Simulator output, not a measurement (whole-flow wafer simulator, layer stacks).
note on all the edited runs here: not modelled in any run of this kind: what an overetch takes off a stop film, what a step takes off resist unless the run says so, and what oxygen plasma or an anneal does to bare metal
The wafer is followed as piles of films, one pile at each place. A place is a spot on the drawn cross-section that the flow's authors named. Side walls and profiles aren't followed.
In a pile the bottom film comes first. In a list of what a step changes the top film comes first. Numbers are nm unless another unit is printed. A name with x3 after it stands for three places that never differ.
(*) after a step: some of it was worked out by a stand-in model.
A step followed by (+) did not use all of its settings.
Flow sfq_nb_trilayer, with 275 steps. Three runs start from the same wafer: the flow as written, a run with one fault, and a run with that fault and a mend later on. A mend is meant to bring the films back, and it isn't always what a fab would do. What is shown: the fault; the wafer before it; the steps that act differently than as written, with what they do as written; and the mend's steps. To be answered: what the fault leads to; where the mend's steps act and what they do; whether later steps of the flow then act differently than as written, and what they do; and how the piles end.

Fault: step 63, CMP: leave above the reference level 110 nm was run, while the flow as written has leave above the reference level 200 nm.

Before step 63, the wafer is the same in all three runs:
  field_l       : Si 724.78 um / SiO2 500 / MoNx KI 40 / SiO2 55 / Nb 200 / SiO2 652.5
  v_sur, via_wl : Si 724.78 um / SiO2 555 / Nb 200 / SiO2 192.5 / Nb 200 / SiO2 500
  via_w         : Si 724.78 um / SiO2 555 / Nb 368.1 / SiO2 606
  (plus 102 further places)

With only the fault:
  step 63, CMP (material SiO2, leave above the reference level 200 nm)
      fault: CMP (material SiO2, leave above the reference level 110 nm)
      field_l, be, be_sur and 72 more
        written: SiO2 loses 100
        fault: SiO2 loses 190
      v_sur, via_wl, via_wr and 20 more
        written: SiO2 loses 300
        fault: SiO2 loses 390
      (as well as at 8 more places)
  Steps later in the flow that act otherwise than as written (4 other steps are not shown; they differ only slightly, by no more than 2% or 0.5 nm, whichever is larger):
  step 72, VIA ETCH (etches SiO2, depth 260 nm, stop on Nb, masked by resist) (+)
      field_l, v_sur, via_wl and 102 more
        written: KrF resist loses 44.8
        fault: KrF resist loses 28.4
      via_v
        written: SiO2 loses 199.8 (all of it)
        fault: SiO2 loses 109.8 (all of it)
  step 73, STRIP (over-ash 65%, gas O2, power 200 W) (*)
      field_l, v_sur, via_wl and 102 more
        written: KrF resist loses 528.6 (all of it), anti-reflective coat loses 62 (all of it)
        fault: KrF resist loses 545 (all of it), anti-reflective coat loses 62 (all of it)
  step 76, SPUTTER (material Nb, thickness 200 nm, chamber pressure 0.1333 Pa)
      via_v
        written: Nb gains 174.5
        fault: Nb gains 192.5
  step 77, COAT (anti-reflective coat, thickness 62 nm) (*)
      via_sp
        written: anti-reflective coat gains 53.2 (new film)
        fault: anti-reflective coat gains 51.9 (new film)
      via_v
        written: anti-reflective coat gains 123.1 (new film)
        fault: anti-reflective coat gains 107.1 (new film)
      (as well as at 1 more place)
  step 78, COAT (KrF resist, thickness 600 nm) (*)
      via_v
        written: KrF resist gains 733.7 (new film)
        fault: KrF resist gains 655.6 (new film)
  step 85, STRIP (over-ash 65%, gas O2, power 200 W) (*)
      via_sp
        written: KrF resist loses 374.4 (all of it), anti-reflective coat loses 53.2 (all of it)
        fault: KrF resist loses 382.6 (all of it), anti-reflective coat loses 51.9 (all of it)
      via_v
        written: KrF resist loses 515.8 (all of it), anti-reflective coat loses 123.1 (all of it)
        fault: KrF resist loses 437.9 (all of it), anti-reflective coat loses 107.1 (all of it)
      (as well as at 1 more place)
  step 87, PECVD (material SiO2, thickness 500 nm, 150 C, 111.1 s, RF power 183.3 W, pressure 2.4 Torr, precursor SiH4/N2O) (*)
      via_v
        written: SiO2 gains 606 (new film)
        fault: SiO2 gains 500 (new film)
  By the end, the piles at field_l, v_sur, via_wl and 103 more depart from the flow's by more than 2% or 0.5 nm, whichever is larger.
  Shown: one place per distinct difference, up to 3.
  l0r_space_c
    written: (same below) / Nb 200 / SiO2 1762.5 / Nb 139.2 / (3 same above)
    fault: (same below) / Nb 200 / SiO2 1672.5 / Nb 139.2 / (3 same above)
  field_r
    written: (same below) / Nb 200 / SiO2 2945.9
    fault: (same below) / Nb 200 / SiO2 2855.9
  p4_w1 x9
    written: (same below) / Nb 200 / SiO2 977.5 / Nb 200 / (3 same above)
    fault: (same below) / Nb 200 / SiO2 887.5 / Nb 200 / (3 same above)

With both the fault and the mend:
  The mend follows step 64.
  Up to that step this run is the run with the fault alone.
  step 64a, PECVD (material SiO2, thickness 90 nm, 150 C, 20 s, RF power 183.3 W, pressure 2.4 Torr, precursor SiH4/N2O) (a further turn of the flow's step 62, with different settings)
      field_l, v_sur, via_wl and 103 more
        SiO2 gains 90
  Every later step of the flow that is run acts as written, at every place that is followed, to within 2% or 0.5 nm, whichever is larger.
  The piles end only slightly different from the flow's at the places that both follow, by no more than 2% or 0.5 nm, whichever is larger.
